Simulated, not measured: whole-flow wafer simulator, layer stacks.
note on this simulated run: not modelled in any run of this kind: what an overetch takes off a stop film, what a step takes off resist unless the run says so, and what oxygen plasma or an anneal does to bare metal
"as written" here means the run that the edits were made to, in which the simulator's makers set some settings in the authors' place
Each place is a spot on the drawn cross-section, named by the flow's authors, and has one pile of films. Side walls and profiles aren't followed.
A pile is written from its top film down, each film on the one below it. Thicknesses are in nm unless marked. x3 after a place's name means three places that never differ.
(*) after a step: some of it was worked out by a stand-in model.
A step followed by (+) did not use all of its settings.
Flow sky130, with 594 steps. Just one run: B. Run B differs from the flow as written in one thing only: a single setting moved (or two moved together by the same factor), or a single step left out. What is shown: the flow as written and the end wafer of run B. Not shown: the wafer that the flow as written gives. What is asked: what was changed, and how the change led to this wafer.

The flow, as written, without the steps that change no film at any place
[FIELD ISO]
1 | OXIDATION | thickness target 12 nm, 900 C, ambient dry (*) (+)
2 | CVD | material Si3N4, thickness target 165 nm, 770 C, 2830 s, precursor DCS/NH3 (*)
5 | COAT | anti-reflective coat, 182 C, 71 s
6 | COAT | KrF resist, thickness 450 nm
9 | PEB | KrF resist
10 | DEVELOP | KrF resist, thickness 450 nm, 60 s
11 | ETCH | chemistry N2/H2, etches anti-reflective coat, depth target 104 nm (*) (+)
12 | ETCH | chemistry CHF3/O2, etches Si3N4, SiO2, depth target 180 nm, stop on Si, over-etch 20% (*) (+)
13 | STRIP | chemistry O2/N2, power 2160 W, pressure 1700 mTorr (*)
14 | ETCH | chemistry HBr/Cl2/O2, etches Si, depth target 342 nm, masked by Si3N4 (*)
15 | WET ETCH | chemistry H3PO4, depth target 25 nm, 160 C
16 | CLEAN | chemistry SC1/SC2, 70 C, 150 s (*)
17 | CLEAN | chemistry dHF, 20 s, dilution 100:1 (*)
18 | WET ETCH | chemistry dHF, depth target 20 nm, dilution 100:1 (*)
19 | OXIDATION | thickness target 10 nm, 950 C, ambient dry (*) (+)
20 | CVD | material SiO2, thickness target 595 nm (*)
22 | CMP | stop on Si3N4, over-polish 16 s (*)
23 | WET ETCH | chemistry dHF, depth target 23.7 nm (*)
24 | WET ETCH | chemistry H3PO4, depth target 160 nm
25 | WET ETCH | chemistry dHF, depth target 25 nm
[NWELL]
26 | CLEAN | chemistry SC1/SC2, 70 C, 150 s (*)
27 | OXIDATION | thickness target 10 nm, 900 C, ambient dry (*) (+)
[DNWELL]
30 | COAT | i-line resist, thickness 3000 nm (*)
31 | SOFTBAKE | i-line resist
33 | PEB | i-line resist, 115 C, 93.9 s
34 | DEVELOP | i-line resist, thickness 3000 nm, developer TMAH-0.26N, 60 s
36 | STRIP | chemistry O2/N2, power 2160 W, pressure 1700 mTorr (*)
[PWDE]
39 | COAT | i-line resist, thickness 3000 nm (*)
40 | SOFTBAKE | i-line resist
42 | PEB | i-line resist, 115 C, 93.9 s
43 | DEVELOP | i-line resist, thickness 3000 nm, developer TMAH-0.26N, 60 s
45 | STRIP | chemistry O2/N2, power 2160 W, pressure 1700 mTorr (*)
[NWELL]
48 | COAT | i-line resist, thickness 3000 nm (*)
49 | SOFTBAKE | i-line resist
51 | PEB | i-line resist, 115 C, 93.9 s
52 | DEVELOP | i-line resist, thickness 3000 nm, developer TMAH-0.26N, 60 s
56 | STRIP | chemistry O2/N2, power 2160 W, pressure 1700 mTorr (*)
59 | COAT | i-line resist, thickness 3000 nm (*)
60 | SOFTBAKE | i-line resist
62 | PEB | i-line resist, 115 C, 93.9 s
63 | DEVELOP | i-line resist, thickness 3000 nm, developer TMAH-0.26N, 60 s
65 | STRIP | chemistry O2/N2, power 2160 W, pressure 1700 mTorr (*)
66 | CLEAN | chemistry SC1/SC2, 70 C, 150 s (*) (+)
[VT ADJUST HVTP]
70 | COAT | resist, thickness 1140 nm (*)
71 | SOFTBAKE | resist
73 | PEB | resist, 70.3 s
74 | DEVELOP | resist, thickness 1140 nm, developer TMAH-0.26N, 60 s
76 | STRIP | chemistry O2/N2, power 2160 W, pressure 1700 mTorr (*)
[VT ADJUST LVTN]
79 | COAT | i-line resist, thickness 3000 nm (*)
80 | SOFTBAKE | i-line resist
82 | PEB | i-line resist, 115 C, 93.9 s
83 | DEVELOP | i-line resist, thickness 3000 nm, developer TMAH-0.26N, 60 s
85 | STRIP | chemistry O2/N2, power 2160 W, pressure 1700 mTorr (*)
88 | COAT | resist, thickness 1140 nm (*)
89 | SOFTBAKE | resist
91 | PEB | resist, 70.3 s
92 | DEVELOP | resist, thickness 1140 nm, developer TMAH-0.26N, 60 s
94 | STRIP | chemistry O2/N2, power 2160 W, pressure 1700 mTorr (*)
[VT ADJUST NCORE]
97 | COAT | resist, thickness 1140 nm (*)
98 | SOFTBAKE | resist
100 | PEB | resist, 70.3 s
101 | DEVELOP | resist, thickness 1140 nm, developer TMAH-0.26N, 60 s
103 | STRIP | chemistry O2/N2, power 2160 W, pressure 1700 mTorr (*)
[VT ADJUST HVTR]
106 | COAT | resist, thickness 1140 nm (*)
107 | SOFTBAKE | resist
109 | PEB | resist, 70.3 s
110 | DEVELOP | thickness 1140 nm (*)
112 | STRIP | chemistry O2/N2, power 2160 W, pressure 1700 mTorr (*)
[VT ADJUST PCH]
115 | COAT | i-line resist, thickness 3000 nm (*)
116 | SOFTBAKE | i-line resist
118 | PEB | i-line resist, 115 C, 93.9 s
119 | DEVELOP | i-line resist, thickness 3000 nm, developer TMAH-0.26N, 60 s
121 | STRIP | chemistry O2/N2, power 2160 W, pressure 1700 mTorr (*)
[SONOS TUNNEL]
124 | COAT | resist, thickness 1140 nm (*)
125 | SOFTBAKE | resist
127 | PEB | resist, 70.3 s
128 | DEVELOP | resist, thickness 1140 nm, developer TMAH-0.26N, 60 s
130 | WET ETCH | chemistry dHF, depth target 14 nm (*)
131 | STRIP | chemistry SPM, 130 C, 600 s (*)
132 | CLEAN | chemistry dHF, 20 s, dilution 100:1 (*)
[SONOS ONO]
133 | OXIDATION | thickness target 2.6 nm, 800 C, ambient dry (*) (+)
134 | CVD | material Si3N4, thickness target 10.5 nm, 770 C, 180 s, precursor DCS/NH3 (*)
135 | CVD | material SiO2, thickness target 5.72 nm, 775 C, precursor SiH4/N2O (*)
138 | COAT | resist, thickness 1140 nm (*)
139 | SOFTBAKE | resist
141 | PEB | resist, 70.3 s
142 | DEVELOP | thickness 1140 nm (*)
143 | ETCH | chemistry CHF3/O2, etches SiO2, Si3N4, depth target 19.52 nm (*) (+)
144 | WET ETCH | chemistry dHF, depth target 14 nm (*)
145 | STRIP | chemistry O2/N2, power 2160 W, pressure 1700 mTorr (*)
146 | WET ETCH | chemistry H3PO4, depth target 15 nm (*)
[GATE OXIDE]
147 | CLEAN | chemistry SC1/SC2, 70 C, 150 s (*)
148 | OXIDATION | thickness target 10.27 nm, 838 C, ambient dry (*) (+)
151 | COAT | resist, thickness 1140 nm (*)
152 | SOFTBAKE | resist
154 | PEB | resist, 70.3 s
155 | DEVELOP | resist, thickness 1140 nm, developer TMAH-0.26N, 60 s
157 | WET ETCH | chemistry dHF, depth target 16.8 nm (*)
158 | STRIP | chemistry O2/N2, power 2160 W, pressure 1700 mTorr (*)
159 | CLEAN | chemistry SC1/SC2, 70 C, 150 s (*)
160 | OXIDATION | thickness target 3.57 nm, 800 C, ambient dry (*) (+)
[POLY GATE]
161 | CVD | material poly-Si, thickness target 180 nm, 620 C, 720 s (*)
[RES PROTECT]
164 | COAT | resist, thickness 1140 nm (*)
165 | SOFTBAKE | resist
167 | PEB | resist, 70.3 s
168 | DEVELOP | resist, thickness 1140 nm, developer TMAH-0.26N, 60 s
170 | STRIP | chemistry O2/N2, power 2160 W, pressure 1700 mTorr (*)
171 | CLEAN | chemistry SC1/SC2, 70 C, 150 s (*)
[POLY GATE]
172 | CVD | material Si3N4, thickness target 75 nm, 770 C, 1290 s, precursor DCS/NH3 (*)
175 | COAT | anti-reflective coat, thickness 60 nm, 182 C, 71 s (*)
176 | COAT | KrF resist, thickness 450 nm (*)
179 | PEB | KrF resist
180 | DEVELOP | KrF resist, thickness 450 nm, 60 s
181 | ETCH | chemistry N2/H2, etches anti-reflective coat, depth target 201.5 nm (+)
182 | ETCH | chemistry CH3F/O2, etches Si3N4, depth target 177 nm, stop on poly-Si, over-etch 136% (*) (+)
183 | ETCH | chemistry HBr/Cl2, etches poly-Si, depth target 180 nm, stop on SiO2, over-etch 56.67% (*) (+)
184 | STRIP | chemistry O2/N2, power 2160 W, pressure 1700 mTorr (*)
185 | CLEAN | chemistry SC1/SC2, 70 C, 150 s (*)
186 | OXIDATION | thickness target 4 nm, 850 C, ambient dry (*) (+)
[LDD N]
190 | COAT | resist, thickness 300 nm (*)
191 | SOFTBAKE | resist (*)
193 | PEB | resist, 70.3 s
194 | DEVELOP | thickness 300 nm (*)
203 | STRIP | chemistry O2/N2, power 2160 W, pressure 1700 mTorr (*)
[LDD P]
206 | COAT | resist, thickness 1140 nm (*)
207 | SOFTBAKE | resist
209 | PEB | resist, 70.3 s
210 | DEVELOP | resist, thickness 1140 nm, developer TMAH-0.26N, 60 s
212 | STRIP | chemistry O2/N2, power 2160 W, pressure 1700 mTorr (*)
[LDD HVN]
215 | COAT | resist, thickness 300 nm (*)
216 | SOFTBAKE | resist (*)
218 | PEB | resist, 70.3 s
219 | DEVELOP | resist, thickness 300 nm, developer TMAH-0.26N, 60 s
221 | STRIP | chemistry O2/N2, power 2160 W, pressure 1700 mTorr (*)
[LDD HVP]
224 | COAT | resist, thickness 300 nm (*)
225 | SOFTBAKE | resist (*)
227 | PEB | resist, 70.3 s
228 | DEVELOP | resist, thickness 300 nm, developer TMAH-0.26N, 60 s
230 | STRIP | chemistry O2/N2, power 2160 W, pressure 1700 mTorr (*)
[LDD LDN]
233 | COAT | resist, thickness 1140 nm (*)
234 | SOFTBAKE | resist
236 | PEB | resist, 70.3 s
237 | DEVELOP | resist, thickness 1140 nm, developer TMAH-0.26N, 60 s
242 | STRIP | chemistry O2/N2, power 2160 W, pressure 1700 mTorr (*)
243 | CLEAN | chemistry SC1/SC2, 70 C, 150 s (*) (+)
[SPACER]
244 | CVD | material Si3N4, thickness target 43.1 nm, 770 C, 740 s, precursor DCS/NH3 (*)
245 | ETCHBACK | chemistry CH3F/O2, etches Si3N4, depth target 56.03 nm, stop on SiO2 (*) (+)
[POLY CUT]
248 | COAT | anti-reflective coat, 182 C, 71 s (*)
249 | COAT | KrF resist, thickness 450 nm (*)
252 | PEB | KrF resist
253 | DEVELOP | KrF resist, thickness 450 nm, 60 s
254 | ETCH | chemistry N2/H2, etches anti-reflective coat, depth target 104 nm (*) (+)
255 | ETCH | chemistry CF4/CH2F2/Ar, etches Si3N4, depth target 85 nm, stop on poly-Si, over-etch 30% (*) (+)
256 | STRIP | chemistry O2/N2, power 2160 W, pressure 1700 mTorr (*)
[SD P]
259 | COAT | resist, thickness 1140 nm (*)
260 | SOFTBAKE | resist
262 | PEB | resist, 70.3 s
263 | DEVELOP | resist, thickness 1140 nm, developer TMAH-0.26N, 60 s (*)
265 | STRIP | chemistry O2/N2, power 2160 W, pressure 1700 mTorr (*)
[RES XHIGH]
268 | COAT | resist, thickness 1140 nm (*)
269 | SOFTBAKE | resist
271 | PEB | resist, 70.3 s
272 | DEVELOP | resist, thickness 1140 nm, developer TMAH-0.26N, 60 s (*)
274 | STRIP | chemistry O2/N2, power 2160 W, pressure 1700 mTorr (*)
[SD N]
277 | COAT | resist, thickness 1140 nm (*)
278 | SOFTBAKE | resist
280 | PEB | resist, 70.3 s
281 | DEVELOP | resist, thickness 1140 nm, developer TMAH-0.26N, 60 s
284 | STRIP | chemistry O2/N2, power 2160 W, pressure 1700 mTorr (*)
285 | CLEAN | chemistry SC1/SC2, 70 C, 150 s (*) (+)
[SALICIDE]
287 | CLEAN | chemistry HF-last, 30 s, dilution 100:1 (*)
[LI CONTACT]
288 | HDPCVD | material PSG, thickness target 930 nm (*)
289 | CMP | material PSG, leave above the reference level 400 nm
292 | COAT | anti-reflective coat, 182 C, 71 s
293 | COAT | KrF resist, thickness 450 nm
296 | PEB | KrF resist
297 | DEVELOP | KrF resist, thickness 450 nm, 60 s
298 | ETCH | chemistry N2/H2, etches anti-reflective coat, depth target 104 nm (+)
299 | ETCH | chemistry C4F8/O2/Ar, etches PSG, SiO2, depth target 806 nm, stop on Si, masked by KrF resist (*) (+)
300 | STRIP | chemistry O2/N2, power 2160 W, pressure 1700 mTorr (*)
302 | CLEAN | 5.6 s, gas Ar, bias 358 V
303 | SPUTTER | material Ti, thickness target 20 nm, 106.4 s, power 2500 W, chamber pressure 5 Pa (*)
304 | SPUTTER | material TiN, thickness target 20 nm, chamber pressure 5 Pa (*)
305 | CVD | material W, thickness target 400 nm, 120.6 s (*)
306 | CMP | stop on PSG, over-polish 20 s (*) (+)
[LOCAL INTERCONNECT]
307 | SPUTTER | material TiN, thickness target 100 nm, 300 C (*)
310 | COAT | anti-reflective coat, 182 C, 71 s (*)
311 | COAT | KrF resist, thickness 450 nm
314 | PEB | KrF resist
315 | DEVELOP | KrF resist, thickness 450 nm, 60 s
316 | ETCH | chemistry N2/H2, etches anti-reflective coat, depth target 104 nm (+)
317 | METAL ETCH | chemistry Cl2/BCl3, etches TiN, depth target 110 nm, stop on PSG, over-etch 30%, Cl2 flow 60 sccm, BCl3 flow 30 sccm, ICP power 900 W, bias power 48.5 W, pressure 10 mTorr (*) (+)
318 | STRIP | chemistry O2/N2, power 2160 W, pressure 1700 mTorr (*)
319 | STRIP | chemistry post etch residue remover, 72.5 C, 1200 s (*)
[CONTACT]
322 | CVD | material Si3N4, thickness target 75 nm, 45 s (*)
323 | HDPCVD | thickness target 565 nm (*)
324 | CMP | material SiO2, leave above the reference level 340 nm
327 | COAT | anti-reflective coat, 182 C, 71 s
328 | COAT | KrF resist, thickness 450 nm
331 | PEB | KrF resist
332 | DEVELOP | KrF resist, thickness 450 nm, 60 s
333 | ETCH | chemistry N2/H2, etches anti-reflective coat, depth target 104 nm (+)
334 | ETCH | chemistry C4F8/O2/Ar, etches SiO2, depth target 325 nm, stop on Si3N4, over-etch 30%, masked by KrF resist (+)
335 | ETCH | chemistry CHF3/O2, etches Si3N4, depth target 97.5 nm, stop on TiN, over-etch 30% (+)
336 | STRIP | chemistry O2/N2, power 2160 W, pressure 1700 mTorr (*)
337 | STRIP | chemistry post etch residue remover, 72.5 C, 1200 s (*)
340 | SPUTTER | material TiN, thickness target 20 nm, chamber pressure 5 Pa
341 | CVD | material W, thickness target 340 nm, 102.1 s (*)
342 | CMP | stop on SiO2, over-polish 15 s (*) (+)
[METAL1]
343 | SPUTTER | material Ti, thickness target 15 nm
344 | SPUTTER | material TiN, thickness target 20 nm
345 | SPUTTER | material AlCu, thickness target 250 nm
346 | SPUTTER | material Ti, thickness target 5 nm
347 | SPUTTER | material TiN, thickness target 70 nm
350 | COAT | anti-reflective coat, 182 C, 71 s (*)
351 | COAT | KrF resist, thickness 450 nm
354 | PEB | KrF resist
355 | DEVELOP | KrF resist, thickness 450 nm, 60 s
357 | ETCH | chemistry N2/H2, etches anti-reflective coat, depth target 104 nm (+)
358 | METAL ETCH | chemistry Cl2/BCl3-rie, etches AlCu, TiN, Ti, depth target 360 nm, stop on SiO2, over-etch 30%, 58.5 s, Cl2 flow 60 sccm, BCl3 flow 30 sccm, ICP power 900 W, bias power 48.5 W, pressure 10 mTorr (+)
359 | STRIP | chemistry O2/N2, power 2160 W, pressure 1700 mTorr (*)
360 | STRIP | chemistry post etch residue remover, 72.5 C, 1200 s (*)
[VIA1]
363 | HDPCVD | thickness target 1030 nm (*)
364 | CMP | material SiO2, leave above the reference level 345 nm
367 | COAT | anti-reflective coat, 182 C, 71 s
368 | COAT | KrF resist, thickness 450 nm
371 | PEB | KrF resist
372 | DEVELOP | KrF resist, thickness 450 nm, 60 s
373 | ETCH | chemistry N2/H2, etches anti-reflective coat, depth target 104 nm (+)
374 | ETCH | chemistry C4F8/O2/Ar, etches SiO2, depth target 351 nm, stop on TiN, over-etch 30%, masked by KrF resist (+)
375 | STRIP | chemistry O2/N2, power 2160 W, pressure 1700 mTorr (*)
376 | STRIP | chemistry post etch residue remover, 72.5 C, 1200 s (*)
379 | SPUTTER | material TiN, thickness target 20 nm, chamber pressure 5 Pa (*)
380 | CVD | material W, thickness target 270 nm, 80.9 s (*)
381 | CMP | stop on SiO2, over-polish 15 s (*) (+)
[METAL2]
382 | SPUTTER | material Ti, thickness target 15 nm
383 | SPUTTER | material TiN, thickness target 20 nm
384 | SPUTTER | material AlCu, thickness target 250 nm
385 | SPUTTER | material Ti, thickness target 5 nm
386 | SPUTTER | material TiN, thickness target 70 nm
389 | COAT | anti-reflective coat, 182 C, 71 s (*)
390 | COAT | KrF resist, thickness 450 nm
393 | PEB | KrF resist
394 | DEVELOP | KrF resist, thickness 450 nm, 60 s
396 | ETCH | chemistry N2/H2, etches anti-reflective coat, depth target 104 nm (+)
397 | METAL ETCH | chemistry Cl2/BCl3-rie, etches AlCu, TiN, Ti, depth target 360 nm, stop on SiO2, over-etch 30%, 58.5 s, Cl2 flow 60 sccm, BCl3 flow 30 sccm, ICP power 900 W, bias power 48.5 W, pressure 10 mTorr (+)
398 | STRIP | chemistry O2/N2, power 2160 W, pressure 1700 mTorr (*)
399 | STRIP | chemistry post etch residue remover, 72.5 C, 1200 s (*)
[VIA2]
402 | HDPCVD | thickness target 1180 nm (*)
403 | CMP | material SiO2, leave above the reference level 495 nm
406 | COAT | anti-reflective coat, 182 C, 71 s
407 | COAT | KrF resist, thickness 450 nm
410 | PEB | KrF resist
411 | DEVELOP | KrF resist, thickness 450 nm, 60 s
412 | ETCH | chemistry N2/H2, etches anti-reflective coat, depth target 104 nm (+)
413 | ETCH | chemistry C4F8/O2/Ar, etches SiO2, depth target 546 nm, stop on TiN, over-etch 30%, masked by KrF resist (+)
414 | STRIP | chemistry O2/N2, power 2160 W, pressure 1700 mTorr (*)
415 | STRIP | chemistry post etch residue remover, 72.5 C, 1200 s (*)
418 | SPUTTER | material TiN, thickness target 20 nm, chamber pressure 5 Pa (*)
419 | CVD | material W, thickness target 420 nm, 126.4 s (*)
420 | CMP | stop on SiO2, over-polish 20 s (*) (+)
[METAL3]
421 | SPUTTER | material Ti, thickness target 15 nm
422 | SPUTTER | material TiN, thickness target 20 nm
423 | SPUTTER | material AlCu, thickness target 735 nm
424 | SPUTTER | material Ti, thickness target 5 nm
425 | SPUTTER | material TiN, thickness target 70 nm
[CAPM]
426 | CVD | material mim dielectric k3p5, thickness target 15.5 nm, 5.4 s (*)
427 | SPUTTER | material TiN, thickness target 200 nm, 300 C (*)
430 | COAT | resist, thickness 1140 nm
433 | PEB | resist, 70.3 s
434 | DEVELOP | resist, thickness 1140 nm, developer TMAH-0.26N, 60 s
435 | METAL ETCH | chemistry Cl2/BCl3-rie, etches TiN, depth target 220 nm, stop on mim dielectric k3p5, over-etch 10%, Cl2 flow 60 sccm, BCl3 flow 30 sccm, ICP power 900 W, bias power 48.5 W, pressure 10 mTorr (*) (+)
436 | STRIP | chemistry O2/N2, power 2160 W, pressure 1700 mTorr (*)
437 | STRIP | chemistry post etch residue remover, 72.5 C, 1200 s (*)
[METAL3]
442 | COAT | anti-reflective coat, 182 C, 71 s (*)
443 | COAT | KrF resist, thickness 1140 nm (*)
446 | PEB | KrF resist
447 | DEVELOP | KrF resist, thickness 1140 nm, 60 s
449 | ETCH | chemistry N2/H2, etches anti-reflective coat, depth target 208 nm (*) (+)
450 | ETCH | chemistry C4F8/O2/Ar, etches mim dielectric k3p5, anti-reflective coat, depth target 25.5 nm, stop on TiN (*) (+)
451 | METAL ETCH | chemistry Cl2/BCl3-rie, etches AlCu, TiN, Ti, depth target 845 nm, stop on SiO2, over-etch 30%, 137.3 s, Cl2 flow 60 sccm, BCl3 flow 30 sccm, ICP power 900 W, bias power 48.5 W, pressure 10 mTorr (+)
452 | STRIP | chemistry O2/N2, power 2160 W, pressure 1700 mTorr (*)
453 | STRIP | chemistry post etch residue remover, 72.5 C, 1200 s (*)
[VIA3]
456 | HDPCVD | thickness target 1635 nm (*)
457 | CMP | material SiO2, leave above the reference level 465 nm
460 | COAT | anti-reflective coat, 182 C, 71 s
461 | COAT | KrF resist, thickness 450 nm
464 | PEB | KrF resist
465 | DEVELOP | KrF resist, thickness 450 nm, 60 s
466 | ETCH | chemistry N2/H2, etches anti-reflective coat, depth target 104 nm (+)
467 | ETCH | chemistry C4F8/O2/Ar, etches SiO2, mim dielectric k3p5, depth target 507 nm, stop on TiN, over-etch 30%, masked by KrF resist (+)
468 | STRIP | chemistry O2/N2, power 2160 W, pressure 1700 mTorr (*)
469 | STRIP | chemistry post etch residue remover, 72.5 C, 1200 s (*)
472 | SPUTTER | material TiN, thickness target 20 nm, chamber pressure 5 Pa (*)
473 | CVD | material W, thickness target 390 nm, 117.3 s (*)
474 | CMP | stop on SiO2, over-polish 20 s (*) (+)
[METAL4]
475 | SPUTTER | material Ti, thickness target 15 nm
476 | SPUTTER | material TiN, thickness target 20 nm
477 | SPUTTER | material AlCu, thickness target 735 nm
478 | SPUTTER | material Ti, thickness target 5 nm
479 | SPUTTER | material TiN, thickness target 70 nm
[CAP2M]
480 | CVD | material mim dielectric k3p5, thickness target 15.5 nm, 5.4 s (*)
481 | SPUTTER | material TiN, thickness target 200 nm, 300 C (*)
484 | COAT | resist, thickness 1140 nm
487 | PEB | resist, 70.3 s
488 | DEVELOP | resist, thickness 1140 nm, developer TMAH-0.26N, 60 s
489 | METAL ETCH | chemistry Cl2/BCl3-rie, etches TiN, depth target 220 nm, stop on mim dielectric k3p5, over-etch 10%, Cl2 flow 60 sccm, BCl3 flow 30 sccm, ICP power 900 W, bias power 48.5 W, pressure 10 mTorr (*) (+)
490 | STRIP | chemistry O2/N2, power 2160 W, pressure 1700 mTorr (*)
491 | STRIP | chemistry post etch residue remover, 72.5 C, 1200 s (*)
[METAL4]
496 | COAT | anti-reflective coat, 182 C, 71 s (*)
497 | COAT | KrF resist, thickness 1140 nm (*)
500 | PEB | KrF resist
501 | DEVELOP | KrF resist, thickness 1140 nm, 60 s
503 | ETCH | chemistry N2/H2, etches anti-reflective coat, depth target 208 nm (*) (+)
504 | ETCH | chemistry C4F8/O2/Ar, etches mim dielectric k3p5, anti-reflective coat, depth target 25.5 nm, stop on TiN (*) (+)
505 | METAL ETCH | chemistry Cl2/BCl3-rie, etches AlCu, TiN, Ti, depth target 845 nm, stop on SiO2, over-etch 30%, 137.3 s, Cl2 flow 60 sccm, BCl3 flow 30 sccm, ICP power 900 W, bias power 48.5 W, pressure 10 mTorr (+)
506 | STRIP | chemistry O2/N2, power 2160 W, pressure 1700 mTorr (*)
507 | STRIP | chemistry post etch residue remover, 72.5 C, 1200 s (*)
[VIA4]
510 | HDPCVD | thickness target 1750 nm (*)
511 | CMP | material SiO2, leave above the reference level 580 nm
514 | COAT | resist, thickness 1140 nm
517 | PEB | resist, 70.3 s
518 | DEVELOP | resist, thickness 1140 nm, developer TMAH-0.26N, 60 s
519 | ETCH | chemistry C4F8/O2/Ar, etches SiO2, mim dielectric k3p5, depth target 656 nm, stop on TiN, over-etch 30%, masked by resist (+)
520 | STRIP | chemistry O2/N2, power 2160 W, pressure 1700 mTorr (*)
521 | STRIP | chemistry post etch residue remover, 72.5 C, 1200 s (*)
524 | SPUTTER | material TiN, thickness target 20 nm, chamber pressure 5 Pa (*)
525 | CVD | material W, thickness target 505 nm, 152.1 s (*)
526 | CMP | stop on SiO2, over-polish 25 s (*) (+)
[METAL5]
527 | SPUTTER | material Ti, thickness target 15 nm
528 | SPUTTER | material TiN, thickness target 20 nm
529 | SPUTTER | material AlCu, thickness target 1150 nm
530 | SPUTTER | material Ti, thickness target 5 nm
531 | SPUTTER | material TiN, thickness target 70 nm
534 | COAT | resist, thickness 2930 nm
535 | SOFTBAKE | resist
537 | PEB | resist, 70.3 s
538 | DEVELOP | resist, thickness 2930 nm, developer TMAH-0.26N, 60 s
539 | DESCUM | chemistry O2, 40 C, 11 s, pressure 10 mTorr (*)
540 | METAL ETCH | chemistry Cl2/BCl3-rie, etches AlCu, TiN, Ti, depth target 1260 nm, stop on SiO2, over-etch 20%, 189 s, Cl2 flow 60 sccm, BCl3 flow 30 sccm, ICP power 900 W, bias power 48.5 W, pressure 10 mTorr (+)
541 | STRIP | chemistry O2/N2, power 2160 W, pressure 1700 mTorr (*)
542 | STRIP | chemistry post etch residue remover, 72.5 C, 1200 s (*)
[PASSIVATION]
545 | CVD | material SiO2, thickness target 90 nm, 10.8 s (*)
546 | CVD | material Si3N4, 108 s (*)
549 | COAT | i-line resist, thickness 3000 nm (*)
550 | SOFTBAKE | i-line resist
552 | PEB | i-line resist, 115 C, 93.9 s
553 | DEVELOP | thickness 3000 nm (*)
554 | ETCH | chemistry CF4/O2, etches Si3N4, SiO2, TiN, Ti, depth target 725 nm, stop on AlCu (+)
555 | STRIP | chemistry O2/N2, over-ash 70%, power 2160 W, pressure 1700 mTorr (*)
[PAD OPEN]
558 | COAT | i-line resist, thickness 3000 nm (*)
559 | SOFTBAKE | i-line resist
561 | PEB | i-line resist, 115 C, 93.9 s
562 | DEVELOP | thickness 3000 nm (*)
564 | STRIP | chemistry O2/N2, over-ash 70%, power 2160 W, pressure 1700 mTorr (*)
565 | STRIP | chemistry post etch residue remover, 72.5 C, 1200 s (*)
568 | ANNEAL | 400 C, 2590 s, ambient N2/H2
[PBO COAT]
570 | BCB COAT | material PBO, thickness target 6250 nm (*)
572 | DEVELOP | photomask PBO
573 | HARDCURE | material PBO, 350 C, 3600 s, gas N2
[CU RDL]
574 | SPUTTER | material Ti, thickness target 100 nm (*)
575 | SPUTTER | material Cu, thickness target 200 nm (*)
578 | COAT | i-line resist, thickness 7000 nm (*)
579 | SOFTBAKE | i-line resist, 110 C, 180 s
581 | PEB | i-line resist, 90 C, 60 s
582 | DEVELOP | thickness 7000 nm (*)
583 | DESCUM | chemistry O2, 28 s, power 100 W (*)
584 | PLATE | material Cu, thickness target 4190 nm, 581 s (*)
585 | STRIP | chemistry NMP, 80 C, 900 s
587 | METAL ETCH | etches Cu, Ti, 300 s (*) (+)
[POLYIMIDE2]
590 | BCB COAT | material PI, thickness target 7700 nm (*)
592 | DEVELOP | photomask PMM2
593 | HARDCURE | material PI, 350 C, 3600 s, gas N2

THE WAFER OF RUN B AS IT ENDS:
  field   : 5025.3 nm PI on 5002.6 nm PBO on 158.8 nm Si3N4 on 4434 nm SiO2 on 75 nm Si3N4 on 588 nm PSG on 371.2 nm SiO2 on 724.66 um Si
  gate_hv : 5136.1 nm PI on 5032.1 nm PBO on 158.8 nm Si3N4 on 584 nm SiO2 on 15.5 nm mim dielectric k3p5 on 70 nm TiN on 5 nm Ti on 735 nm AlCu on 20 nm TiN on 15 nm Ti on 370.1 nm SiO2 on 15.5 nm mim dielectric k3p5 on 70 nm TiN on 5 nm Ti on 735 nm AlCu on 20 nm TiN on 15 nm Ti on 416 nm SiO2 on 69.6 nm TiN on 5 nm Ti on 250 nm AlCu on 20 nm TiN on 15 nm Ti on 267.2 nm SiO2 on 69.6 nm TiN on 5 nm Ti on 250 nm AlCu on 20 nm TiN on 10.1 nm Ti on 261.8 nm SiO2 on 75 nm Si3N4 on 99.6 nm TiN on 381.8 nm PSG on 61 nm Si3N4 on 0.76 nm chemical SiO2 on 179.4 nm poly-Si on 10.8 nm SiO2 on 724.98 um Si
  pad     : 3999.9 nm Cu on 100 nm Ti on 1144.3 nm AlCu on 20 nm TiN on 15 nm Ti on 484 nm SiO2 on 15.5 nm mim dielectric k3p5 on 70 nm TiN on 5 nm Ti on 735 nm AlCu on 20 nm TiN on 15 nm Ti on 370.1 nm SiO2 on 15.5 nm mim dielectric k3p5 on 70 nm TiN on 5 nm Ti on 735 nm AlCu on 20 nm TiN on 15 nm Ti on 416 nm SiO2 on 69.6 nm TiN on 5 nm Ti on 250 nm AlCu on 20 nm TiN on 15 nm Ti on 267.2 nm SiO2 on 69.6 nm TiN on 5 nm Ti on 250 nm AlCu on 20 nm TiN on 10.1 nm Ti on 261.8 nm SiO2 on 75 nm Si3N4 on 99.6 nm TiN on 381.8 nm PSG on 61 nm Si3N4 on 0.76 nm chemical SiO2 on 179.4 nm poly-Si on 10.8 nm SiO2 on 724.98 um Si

What caused this: step 343, SPUTTER: thickness target 10.1 nm was run, though the flow has thickness target 15 nm.
The wafer itself shows it: gate_hv has Ti 10.1, and step 343 as written asks for 15 nm.

Step by step, how the change led to this:
  343 | SPUTTER | material Ti, thickness target 15 nm
      field, active, n_well and 188 more: Ti gains 10.1 (new film) (as written it would have been: Ti gains 15 (new film))
  358 | METAL ETCH | chemistry Cl2/BCl3-rie, etches AlCu, TiN, Ti, depth target 360 nm, stop on SiO2, over-etch 30%, 58.5 s, Cl2 flow 60 sccm, BCl3 flow 30 sccm, ICP power 900 W, bias power 48.5 W, pressure 10 mTorr (+)
      field, active, gate and 81 more: TiN loses 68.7 (all of it), Ti loses 5 (all of it), AlCu loses 250 (all of it), TiN loses 20 (all of it), Ti loses 10.1 (all of it), SiO2 loses 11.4 (as written it would have been: TiN loses 68.7 (all of it), Ti loses 5 (all of it), AlCu loses 250 (all of it), TiN loses 20 (all of it), Ti loses 15 (all of it), SiO2 loses 10.9)
